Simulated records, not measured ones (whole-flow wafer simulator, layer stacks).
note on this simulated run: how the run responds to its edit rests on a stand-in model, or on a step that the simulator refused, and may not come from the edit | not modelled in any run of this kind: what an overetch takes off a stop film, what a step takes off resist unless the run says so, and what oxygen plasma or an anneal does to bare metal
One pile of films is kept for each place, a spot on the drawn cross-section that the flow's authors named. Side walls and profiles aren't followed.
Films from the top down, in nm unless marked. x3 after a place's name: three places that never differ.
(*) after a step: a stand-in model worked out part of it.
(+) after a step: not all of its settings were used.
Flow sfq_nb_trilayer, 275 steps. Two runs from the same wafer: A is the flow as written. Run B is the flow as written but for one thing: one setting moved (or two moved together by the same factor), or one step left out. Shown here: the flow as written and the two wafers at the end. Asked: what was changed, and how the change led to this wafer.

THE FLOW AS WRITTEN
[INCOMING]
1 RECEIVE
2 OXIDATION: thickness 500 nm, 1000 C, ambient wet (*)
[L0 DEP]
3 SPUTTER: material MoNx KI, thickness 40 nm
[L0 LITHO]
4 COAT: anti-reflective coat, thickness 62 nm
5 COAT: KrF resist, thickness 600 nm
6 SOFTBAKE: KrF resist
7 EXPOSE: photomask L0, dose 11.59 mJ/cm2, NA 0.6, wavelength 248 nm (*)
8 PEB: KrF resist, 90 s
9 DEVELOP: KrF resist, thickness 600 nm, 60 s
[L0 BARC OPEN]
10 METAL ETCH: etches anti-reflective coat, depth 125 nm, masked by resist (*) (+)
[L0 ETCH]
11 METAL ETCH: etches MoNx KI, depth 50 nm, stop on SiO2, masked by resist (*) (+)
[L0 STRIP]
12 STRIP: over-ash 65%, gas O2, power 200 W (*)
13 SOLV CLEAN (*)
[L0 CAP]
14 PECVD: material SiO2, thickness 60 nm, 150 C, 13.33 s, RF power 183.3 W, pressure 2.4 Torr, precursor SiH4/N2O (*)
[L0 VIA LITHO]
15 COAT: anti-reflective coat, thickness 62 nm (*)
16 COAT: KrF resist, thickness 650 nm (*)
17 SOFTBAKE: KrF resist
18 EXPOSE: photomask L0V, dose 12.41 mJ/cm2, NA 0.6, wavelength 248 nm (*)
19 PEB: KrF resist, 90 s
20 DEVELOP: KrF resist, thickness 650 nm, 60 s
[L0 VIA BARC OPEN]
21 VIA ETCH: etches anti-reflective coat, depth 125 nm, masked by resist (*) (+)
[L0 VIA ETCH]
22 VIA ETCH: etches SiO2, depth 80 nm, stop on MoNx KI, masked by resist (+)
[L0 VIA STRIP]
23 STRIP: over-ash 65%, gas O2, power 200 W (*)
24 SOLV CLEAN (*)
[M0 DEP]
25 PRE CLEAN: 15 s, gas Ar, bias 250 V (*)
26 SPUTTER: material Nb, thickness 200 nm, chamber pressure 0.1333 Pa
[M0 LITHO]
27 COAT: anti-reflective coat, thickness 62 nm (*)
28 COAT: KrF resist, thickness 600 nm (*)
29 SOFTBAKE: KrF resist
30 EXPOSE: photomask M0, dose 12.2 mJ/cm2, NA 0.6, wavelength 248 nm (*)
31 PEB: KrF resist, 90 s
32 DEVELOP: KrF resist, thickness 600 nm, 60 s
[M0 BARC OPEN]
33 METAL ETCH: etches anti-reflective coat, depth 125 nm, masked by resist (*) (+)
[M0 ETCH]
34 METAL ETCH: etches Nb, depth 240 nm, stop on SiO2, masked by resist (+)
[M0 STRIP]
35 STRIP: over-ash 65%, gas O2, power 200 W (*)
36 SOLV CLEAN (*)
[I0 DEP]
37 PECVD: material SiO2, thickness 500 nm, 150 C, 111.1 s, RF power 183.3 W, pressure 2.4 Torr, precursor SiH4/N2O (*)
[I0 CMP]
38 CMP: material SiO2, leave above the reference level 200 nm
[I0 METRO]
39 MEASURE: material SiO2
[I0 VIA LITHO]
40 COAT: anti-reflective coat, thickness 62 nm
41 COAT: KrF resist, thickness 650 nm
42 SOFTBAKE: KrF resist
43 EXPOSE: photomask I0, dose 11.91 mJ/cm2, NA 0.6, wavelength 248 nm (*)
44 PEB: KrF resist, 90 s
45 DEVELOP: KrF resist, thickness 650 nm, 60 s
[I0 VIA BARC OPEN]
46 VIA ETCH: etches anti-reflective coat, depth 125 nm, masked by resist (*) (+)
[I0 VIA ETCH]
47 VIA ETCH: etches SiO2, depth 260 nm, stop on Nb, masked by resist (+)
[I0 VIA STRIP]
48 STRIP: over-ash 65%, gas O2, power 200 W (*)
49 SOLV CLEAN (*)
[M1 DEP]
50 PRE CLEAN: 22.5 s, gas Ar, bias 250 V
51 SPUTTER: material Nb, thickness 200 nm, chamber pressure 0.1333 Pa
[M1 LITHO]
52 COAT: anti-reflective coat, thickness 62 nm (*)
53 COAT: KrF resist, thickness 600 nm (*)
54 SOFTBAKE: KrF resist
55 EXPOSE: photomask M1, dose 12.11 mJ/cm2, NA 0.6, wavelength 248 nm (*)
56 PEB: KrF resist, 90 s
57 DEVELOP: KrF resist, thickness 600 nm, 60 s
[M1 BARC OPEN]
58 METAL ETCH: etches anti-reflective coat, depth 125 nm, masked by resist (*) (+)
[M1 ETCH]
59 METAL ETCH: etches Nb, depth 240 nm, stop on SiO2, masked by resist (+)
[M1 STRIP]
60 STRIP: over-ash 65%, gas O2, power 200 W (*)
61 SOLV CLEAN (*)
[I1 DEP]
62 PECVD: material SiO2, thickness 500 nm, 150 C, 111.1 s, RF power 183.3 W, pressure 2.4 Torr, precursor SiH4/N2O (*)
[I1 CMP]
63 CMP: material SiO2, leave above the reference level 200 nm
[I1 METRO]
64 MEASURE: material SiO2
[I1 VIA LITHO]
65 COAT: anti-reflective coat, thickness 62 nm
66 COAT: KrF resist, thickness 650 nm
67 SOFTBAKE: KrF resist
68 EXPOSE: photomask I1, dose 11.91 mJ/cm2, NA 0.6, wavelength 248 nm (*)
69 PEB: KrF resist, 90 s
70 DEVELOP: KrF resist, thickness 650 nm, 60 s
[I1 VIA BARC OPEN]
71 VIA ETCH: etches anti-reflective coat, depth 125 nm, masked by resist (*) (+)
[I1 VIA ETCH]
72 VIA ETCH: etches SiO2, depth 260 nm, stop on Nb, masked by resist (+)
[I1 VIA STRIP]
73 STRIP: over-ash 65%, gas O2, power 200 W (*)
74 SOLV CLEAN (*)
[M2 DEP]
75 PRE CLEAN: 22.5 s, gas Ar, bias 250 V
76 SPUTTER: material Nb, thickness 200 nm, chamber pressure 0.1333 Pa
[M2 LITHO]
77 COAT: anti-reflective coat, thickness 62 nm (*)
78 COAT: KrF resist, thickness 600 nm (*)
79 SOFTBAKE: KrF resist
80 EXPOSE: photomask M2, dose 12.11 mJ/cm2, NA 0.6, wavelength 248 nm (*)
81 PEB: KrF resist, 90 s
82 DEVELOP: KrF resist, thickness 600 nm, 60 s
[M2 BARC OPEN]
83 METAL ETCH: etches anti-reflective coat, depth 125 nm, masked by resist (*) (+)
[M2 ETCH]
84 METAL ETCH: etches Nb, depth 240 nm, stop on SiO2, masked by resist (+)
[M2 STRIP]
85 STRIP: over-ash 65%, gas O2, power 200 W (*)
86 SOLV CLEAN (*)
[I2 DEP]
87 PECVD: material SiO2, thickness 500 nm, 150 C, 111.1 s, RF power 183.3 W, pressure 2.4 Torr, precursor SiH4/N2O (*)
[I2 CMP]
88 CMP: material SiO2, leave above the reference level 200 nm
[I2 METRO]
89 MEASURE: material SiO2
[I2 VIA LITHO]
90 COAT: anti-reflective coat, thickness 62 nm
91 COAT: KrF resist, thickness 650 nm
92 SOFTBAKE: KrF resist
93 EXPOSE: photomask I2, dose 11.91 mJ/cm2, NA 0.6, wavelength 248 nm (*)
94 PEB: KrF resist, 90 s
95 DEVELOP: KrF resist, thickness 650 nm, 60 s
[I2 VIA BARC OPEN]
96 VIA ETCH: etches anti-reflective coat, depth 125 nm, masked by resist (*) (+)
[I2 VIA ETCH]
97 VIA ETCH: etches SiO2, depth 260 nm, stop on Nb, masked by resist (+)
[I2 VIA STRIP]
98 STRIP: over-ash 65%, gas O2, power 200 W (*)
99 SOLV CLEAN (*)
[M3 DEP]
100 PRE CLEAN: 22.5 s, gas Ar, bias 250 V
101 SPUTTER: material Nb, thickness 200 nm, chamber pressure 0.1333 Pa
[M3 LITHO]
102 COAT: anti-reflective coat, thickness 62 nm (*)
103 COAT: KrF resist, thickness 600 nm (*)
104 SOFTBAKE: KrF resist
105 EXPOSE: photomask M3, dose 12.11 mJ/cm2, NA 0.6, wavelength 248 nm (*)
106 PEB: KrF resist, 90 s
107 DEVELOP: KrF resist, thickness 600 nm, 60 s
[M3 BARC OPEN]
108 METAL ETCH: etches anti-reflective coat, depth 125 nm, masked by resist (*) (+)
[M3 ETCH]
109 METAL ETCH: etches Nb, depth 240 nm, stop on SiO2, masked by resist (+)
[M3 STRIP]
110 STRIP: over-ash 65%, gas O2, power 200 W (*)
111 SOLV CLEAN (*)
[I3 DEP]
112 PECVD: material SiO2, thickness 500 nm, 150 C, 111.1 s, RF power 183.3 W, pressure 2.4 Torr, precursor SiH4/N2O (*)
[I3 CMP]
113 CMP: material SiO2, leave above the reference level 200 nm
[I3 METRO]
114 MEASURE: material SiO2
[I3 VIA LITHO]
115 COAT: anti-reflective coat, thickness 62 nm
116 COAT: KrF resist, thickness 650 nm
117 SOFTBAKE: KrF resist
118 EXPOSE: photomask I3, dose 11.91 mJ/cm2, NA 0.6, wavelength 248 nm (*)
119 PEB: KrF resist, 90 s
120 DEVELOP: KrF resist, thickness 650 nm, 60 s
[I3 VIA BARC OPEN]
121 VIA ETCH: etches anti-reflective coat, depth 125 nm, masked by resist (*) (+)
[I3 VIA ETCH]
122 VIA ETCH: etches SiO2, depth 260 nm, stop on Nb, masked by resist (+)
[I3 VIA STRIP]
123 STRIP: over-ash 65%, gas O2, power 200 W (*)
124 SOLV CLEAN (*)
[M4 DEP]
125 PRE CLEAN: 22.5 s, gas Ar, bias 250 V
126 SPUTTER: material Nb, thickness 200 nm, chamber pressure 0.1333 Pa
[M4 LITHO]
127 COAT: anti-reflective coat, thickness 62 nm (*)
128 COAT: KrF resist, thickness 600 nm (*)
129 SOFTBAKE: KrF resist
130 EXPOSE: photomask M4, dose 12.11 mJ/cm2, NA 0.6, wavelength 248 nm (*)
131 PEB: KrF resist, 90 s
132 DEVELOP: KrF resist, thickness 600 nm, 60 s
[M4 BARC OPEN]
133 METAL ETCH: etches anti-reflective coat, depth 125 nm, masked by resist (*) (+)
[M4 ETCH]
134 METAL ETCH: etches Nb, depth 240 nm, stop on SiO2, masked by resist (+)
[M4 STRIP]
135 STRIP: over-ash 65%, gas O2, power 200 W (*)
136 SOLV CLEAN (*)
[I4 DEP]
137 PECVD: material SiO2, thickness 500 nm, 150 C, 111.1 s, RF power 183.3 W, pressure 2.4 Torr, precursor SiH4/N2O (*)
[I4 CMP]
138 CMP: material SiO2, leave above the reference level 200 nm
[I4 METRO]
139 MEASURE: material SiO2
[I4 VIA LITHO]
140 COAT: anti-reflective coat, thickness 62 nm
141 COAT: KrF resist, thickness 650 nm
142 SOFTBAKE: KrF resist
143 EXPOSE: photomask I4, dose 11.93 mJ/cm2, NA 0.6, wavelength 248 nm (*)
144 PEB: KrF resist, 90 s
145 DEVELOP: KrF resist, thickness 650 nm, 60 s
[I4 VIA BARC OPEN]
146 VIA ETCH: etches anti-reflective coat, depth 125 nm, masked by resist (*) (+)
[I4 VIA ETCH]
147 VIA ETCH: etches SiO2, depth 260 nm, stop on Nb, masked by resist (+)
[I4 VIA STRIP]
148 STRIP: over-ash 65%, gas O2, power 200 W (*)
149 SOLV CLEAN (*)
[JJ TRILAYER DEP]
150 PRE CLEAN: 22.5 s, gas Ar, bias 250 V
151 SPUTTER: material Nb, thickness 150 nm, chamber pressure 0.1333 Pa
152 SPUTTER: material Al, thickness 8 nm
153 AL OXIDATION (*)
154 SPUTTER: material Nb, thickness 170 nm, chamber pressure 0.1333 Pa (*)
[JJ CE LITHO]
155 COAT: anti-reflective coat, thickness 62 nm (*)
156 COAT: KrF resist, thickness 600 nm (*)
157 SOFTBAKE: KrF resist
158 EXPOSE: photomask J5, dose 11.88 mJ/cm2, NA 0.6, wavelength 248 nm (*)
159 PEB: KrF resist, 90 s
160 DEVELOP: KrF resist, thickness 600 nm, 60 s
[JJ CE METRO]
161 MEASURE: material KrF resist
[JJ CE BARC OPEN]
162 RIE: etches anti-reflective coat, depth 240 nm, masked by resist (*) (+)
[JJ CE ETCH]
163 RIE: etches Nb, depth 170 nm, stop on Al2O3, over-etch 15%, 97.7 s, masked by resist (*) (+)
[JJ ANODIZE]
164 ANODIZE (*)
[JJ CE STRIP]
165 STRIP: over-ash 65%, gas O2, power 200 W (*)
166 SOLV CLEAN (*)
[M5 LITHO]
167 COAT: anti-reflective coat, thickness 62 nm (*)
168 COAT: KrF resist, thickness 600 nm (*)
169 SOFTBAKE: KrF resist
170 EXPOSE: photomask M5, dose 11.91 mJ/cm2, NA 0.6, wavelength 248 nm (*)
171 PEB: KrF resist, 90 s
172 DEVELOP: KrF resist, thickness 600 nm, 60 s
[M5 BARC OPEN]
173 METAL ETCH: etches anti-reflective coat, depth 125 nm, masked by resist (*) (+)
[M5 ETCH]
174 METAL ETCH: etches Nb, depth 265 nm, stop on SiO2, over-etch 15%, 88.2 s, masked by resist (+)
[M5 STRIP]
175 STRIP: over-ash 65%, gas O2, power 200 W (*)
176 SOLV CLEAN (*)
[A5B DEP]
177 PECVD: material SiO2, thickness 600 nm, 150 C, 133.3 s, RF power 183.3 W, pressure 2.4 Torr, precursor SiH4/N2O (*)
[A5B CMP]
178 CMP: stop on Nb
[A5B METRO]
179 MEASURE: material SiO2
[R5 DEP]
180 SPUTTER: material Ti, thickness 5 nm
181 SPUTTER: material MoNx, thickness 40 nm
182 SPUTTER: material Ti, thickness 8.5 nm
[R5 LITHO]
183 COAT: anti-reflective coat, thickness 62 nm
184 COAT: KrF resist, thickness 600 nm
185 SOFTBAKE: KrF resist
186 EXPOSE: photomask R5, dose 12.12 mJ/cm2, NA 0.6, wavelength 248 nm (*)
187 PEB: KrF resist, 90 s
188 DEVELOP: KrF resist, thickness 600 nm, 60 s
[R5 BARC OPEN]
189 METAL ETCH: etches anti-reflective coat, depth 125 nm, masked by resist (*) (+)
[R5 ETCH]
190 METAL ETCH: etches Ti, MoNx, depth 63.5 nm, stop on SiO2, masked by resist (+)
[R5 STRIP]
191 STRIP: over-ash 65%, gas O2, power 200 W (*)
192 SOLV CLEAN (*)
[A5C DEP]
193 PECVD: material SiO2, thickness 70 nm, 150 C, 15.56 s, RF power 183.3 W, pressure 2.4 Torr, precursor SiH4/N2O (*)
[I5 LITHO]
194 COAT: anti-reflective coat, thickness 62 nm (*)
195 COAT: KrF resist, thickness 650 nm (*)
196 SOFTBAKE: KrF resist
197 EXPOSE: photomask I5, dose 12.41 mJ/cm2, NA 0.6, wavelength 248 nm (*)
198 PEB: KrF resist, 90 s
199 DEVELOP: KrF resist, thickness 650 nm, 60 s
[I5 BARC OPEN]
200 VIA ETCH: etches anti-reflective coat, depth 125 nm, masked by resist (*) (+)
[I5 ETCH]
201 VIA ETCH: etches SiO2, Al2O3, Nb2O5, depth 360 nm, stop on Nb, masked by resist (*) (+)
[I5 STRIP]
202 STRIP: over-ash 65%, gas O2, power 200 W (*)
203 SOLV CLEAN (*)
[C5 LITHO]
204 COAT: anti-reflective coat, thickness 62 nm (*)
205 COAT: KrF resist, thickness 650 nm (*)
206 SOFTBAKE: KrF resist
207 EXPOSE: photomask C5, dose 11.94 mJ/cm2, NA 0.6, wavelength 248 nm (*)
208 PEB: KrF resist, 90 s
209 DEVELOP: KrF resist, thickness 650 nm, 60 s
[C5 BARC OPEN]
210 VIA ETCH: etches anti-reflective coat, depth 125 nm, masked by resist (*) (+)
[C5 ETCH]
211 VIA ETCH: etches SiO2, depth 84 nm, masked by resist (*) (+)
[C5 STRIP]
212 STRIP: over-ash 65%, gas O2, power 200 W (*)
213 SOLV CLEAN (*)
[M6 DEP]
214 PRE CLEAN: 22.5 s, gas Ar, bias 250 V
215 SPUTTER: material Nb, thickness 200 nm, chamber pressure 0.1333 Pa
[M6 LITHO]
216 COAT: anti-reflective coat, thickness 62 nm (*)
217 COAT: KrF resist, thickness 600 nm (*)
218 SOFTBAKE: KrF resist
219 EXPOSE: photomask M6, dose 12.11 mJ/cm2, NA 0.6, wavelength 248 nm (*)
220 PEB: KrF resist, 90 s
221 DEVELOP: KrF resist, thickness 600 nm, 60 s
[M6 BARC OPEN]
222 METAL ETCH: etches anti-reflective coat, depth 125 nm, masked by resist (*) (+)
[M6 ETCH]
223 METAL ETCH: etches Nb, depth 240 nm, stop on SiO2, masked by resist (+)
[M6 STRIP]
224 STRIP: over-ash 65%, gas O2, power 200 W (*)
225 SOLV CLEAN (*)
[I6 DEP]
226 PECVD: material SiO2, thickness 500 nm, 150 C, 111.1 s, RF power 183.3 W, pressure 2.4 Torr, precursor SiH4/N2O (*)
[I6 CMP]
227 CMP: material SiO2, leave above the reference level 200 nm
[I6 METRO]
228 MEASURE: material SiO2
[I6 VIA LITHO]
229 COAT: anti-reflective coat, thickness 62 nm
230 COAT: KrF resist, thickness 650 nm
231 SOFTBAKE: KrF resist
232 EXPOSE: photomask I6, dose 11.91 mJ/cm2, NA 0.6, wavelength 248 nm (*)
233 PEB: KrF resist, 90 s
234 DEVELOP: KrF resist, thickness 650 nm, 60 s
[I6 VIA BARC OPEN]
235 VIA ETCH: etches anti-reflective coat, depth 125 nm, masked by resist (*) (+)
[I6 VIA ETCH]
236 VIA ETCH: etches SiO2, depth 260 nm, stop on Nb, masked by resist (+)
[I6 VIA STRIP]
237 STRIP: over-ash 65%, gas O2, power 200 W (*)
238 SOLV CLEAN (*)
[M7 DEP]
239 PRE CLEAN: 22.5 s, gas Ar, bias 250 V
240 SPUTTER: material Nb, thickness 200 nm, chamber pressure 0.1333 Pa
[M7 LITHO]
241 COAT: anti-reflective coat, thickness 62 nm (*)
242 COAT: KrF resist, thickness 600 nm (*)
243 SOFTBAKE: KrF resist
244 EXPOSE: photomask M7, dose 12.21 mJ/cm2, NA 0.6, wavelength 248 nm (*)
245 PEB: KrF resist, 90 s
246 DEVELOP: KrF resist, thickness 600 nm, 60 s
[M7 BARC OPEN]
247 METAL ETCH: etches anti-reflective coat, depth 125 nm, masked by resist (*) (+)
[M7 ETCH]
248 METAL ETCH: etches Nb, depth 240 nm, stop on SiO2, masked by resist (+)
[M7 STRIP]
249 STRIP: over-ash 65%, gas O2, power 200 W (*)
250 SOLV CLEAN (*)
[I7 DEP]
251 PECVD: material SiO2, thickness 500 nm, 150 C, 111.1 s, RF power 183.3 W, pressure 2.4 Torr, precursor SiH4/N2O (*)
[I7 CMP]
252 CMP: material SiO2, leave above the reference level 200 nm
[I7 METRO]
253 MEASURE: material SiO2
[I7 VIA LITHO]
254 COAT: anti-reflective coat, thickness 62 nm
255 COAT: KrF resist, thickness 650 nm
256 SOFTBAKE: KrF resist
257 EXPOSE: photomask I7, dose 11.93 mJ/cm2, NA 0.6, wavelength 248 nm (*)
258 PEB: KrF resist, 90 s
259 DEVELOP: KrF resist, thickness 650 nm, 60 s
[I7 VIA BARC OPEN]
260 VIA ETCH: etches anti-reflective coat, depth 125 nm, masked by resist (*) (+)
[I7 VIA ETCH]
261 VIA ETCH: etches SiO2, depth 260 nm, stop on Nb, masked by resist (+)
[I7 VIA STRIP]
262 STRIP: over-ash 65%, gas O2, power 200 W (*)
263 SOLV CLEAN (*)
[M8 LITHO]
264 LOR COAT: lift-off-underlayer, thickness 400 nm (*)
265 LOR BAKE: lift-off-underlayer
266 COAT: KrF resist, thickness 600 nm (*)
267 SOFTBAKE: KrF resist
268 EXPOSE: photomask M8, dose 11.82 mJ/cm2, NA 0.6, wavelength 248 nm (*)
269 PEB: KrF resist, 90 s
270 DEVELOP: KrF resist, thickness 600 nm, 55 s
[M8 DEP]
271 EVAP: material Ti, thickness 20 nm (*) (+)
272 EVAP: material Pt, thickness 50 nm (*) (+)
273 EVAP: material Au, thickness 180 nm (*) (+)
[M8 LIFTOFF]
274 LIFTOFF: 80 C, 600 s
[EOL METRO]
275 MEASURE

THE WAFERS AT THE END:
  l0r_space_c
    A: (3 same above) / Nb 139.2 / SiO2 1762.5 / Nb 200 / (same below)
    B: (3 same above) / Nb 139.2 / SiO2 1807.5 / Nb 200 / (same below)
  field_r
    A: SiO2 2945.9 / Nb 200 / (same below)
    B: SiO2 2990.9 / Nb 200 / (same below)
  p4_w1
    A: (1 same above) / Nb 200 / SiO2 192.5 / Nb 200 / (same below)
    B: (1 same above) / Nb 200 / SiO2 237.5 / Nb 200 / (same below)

The cause: step 113, CMP: leave above the reference level 245 nm was run, where the flow has leave above the reference level 200 nm.

How the change led to this, step by step:
  113 CMP: material SiO2, leave above the reference level 200 nm
      field_l, be, be_sur and 64 more: A SiO2 -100 | B SiO2 -55
      v_sur, via_wl, via_wr and 27 more: A SiO2 -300 | B SiO2 -255
      (and at 9 more places)
  122 VIA ETCH: etches SiO2, depth 260 nm, stop on Nb, masked by resist (+)
      via_v: A SiO2 -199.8 (all of it) | B SiO2 -244.8 (all of it)
  126 SPUTTER: material Nb, thickness 200 nm, chamber pressure 0.1333 Pa
      via_v: A Nb +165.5 | B Nb +156
  127 COAT: anti-reflective coat, thickness 62 nm (*)
      via_v: A anti-reflective coat +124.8 (new film) | B anti-reflective coat +134.5 (new film)
      wire: A anti-reflective coat +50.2 (new film) | B anti-reflective coat +49.1 (new film)
  128 COAT: KrF resist, thickness 600 nm (*)
      via_v: A KrF resist +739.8 (new film) | B KrF resist +777.1 (new film)
  135 STRIP: over-ash 65%, gas O2, power 200 W (*)
      via_v: A KrF resist -521.8 (all of it), anti-reflective coat -124.8 (all of it) | B KrF resist -559.1 (all of it), anti-reflective coat -134.5 (all of it)
      wire: A KrF resist -374.5 (all of it), anti-reflective coat -50.2 (all of it) | B KrF resist -371.1 (all of it), anti-reflective coat -49.1 (all of it)
  137 PECVD: material SiO2, thickness 500 nm, 150 C, 111.1 s, RF power 183.3 W, pressure 2.4 Torr, precursor SiH4/N2O (*)
      via_v: A SiO2 +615 (new film) | B SiO2 +669.6 (new film)
